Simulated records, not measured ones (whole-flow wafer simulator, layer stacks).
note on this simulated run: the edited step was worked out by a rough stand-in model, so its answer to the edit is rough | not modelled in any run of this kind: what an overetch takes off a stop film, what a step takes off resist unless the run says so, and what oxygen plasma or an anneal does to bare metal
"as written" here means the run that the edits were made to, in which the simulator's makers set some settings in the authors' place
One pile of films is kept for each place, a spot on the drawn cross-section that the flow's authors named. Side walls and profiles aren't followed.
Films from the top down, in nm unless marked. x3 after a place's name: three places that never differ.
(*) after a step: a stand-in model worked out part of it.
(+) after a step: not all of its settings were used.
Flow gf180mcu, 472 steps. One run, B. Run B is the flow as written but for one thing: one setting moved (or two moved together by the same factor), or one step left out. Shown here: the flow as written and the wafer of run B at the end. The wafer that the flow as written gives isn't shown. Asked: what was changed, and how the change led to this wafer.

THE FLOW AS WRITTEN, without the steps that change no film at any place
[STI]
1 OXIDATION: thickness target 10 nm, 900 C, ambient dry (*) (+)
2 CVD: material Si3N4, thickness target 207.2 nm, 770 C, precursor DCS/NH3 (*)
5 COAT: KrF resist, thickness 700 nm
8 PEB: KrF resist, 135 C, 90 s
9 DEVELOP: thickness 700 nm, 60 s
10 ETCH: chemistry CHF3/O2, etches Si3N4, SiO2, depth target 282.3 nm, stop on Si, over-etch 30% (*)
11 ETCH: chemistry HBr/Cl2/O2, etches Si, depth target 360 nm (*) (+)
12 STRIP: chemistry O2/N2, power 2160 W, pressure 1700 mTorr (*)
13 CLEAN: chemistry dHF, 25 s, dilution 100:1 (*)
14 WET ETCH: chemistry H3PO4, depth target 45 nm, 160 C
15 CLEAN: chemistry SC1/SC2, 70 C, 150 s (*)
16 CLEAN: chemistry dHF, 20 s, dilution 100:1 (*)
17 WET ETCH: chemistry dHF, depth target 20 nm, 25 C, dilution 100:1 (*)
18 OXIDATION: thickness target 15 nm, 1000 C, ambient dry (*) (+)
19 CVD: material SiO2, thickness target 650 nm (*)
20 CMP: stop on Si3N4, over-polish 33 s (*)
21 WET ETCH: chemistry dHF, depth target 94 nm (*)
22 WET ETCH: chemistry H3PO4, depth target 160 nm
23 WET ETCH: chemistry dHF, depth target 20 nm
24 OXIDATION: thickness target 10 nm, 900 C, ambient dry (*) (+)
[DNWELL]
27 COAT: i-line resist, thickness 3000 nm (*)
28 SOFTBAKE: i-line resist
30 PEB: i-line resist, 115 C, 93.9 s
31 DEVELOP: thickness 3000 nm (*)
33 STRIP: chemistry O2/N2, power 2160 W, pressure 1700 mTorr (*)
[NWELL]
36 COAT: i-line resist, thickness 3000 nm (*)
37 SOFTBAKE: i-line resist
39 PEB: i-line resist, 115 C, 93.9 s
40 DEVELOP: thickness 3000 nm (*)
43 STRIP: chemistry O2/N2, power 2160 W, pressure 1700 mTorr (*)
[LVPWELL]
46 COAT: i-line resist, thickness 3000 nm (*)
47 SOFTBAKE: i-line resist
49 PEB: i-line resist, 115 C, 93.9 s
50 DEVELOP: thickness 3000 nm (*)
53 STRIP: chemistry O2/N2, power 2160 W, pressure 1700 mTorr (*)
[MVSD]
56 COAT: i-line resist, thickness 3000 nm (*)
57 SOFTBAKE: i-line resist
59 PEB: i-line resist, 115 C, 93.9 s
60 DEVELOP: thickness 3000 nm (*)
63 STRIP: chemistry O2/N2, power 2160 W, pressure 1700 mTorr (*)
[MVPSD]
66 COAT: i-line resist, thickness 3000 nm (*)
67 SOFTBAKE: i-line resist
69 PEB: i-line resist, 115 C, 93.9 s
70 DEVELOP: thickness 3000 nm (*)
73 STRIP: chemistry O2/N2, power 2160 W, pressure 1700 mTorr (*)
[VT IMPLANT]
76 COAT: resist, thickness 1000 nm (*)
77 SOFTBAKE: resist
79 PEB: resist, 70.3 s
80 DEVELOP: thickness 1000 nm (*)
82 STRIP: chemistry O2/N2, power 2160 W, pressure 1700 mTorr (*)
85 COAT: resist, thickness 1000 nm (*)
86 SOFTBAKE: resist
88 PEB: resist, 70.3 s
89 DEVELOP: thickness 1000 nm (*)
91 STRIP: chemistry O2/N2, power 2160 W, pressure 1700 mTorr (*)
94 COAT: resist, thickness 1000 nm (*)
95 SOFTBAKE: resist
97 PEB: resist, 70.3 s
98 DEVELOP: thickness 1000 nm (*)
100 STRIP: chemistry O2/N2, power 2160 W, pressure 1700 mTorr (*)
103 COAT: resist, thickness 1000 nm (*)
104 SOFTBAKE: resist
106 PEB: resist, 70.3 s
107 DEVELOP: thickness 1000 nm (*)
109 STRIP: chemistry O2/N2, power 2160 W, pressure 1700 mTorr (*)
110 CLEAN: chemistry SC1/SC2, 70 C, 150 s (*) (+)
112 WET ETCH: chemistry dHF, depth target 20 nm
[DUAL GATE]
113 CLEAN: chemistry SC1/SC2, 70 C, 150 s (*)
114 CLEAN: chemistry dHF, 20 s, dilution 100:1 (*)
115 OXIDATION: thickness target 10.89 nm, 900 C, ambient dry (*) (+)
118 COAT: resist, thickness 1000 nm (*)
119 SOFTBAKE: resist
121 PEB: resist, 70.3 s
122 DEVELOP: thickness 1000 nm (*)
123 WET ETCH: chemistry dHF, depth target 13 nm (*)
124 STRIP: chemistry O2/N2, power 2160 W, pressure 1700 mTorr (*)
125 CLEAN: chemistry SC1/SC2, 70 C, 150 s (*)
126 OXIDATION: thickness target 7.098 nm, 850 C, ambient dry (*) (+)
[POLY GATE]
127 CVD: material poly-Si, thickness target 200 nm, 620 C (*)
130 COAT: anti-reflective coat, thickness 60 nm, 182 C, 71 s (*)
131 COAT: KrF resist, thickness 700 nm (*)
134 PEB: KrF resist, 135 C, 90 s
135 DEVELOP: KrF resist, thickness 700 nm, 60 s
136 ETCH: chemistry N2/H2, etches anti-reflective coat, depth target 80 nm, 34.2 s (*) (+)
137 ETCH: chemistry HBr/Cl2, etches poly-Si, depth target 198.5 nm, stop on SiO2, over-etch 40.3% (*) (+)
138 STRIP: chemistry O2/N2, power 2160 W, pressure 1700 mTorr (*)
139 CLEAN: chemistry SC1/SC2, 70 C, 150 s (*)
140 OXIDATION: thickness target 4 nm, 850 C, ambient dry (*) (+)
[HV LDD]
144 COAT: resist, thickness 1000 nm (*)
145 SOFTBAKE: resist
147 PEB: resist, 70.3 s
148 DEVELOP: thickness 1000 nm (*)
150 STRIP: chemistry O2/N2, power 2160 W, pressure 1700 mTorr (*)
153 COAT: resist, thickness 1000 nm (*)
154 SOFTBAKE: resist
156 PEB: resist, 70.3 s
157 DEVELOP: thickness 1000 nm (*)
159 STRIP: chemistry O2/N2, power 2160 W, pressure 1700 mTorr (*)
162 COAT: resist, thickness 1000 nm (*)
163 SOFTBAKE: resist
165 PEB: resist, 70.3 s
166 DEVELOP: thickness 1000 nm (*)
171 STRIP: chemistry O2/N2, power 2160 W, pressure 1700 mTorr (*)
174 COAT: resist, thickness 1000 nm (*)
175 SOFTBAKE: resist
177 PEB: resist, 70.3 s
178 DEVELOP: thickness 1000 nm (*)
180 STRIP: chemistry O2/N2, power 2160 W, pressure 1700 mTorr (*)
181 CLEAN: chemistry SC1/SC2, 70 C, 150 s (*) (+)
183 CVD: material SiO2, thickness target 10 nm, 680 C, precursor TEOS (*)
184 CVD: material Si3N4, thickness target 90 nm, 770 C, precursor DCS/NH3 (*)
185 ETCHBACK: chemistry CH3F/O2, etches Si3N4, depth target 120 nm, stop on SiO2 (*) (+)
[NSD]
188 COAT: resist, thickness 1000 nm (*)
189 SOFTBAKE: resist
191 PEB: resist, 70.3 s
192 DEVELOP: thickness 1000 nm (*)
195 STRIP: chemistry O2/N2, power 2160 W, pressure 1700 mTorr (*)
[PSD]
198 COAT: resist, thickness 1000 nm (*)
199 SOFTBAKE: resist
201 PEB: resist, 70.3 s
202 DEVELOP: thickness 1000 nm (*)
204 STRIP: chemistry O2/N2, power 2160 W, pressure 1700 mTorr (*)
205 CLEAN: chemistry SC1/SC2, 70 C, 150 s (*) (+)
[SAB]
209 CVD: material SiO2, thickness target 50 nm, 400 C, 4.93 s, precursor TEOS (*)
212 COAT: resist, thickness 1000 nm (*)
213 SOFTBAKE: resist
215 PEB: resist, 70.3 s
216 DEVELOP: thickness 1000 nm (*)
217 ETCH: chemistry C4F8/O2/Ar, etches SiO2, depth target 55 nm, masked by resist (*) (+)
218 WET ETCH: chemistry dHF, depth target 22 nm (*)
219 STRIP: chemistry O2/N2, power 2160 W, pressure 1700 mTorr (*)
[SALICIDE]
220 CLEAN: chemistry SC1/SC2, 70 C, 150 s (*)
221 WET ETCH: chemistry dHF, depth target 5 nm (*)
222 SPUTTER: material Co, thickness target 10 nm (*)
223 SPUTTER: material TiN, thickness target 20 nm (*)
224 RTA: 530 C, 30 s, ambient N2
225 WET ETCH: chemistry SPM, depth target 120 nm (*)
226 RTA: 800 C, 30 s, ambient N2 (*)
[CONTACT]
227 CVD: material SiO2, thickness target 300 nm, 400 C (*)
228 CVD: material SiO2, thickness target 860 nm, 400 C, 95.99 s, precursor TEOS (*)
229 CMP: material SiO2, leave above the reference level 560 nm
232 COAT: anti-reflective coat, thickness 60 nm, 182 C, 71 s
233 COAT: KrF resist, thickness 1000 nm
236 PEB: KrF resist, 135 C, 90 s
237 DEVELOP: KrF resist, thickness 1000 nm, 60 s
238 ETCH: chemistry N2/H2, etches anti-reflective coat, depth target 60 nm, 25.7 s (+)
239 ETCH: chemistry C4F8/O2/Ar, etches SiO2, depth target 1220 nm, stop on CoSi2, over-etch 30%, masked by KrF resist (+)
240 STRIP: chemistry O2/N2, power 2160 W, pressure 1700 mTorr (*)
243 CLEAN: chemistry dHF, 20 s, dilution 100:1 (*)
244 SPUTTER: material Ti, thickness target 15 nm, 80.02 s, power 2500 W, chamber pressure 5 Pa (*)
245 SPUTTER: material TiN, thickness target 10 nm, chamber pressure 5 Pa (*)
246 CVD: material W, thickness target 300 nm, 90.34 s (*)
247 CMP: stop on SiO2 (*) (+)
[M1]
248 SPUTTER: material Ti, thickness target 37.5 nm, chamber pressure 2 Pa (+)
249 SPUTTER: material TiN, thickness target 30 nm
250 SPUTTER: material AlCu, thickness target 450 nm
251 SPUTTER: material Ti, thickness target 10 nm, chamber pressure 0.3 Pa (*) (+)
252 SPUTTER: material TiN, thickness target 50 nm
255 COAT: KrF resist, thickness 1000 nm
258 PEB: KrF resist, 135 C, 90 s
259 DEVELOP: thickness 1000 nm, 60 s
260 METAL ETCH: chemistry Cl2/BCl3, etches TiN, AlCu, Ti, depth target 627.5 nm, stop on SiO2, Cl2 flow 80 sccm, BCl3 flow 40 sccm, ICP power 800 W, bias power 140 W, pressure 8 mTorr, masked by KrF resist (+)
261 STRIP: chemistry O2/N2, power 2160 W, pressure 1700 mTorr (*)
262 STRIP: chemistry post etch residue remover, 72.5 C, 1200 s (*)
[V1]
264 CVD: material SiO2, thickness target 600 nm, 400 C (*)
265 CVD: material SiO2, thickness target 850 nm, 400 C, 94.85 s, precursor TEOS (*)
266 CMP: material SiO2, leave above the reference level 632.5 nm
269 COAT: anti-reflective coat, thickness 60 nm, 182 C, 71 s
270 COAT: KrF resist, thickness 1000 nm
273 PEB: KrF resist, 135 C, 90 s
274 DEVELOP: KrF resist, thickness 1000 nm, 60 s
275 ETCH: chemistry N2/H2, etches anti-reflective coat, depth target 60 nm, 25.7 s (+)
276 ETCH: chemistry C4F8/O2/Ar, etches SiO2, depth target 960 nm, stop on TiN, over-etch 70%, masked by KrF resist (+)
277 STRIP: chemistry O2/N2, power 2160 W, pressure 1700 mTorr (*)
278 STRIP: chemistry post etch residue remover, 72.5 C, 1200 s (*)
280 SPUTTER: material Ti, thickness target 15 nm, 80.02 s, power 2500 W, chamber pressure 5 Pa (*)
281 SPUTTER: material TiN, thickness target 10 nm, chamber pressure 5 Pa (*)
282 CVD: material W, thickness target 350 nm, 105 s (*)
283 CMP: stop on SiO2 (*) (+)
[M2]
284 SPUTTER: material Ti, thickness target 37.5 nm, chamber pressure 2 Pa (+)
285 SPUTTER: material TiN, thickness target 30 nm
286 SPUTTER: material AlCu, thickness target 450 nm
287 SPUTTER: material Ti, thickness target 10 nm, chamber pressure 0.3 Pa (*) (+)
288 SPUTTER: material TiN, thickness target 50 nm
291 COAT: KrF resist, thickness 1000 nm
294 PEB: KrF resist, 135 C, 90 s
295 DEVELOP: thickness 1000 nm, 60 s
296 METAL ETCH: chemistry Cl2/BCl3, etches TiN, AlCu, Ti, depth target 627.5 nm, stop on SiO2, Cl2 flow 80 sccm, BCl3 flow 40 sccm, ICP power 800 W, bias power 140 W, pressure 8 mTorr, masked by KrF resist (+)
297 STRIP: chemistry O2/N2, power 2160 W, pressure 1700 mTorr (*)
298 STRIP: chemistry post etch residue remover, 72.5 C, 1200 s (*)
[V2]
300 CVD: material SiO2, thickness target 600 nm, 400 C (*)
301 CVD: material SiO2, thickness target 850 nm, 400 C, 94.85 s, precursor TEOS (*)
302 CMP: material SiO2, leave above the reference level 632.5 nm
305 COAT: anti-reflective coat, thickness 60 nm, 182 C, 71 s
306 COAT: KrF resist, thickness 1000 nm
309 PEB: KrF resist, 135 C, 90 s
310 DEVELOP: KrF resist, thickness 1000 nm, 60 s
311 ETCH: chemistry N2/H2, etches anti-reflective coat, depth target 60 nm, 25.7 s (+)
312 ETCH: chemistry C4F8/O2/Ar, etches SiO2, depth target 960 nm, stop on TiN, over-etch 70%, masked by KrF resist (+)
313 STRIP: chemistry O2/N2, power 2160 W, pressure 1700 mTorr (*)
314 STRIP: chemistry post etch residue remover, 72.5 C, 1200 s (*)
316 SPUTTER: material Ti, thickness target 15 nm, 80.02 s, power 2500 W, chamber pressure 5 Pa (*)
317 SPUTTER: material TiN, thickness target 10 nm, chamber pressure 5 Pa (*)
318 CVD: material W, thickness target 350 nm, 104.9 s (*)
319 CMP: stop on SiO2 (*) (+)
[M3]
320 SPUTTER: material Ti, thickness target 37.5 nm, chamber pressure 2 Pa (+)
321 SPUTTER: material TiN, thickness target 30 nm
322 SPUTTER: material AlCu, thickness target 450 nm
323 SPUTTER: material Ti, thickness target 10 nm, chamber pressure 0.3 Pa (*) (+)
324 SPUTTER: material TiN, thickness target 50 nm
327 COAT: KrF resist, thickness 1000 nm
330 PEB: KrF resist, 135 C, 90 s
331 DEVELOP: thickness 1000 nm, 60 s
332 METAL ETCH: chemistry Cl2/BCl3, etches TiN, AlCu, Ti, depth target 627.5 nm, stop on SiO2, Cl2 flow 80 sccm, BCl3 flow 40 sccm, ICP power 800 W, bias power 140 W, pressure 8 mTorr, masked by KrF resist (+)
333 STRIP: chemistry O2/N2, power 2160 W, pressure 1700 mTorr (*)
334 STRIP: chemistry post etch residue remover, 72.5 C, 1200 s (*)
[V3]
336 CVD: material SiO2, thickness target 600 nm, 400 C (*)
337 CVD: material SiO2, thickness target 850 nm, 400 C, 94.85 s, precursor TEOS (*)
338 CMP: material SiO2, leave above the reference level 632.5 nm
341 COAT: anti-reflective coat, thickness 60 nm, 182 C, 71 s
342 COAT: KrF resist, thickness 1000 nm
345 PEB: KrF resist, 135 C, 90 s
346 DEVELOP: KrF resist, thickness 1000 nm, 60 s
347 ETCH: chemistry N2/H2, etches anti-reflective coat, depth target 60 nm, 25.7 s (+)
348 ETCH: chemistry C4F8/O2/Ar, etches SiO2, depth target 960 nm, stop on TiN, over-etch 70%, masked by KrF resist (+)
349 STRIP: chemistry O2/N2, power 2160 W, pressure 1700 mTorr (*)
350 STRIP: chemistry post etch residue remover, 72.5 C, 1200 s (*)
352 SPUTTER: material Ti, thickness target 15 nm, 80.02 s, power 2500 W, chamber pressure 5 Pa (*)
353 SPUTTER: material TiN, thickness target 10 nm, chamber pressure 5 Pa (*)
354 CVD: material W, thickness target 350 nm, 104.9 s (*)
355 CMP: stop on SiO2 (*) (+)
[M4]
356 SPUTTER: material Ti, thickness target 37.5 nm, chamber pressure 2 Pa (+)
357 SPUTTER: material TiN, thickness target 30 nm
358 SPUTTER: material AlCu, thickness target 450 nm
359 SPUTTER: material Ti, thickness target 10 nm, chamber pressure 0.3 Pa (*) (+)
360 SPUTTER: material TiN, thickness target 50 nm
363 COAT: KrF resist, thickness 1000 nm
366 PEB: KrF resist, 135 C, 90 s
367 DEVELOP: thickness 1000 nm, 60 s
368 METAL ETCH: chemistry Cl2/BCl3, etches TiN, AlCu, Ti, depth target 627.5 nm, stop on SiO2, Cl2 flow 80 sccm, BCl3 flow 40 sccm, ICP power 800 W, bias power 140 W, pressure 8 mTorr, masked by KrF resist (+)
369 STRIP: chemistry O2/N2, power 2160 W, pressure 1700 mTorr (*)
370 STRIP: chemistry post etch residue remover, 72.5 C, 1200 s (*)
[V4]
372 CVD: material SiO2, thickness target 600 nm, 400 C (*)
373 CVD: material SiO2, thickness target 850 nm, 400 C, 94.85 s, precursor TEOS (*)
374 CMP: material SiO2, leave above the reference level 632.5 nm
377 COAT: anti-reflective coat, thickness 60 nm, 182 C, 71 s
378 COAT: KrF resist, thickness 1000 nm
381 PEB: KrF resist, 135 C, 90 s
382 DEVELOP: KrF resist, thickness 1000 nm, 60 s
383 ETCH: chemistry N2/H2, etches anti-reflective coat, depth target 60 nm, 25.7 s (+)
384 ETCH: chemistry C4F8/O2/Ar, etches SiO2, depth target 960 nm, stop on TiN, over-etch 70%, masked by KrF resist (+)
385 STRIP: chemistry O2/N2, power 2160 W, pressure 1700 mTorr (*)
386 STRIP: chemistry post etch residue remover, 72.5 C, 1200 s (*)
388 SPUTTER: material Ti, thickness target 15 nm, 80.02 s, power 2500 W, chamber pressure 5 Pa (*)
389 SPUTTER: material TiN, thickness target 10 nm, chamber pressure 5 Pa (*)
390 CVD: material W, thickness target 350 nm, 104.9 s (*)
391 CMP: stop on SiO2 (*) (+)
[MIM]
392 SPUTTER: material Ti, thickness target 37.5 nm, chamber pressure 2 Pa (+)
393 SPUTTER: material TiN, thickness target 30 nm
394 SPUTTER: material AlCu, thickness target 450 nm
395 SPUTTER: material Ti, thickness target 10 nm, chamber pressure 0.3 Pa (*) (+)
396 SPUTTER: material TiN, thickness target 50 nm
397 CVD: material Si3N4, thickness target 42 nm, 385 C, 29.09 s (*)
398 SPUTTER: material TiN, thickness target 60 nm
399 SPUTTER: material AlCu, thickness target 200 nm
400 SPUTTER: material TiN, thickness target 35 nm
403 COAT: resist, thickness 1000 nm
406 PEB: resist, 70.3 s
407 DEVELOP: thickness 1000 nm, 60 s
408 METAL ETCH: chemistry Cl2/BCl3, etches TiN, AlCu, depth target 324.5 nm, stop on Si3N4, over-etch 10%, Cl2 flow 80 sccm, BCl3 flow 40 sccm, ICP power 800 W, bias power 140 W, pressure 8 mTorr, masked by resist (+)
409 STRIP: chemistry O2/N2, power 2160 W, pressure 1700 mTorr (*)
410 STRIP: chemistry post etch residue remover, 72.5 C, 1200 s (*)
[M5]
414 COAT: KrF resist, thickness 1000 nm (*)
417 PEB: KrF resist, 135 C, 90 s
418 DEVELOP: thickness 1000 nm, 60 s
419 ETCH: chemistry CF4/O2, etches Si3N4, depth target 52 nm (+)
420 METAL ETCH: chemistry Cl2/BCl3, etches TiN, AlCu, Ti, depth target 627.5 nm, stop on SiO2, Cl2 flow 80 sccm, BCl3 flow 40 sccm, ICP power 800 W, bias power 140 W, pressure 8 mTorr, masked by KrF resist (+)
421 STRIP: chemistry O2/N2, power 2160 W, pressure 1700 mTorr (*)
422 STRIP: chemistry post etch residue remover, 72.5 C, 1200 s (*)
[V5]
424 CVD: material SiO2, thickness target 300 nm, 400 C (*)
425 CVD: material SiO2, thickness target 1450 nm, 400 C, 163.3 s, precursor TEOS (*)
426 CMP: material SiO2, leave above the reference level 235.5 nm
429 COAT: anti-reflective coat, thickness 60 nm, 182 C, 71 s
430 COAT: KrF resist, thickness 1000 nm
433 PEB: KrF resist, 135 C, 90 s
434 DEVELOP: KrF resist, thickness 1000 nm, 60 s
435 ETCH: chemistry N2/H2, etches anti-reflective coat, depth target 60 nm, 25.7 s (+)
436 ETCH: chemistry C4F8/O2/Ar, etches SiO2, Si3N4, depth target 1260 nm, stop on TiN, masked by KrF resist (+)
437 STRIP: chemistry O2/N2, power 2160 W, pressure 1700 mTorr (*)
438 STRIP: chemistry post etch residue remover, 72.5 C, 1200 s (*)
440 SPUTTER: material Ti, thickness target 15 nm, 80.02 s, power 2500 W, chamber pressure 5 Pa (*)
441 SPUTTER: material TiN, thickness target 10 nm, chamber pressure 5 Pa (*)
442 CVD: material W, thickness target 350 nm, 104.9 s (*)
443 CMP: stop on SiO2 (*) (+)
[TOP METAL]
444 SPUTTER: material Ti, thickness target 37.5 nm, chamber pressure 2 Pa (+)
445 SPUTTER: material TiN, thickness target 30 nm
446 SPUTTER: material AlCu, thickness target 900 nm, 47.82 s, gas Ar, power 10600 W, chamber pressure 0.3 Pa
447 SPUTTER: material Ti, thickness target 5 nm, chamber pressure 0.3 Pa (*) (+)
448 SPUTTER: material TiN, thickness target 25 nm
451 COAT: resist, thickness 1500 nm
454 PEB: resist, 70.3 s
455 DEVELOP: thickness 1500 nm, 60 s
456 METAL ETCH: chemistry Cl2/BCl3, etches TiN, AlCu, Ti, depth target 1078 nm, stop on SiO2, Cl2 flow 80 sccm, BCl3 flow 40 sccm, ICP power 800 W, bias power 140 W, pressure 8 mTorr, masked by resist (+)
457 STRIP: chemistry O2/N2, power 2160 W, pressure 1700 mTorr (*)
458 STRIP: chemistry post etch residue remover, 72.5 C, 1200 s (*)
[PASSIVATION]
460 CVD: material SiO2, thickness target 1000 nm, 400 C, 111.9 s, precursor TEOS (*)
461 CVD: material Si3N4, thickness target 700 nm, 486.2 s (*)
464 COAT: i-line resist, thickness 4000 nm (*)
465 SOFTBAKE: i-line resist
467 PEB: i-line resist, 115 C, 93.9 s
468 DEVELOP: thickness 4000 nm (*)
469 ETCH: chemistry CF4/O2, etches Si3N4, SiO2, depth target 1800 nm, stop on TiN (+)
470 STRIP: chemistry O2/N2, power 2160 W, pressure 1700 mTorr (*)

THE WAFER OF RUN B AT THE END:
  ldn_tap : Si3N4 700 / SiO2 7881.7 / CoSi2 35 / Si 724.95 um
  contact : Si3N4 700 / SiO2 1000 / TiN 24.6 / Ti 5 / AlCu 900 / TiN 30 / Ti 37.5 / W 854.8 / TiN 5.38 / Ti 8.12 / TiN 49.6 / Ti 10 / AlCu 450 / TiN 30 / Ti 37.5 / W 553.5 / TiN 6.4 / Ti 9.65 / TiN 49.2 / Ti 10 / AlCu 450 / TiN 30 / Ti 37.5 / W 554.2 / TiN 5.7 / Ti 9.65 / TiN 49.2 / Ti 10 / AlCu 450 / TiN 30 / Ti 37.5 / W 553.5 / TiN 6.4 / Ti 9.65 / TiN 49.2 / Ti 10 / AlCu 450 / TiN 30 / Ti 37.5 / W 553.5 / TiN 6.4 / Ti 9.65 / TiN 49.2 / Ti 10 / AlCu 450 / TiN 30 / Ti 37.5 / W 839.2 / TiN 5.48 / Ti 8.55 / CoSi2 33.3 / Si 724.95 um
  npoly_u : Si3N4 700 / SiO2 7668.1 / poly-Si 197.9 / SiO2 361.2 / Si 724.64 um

The cause: step 353, SPUTTER: thickness target 8.9 nm was run, where the flow has thickness target 10 nm.

How the change led to this, step by step:
  353 SPUTTER: material TiN, thickness target 10 nm, chamber pressure 5 Pa (*)
      field, field__w1, field__w2 and 107 more: TiN +8.9 (new film) (as written it would be: TiN +10 (new film))
      contact: TiN +5.7 (new film) (as written it would be: TiN +6.4 (new film))
  355 CMP: stop on SiO2 (*) (+)
      field, field__w1, field__w2 and 107 more: W -350 (all of it), TiN -8.9 (all of it), Ti -15 (all of it), SiO2 -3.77 (as written it would be: W -350 (all of it), TiN -10 (all of it), Ti -15 (all of it), SiO2 -3.78)
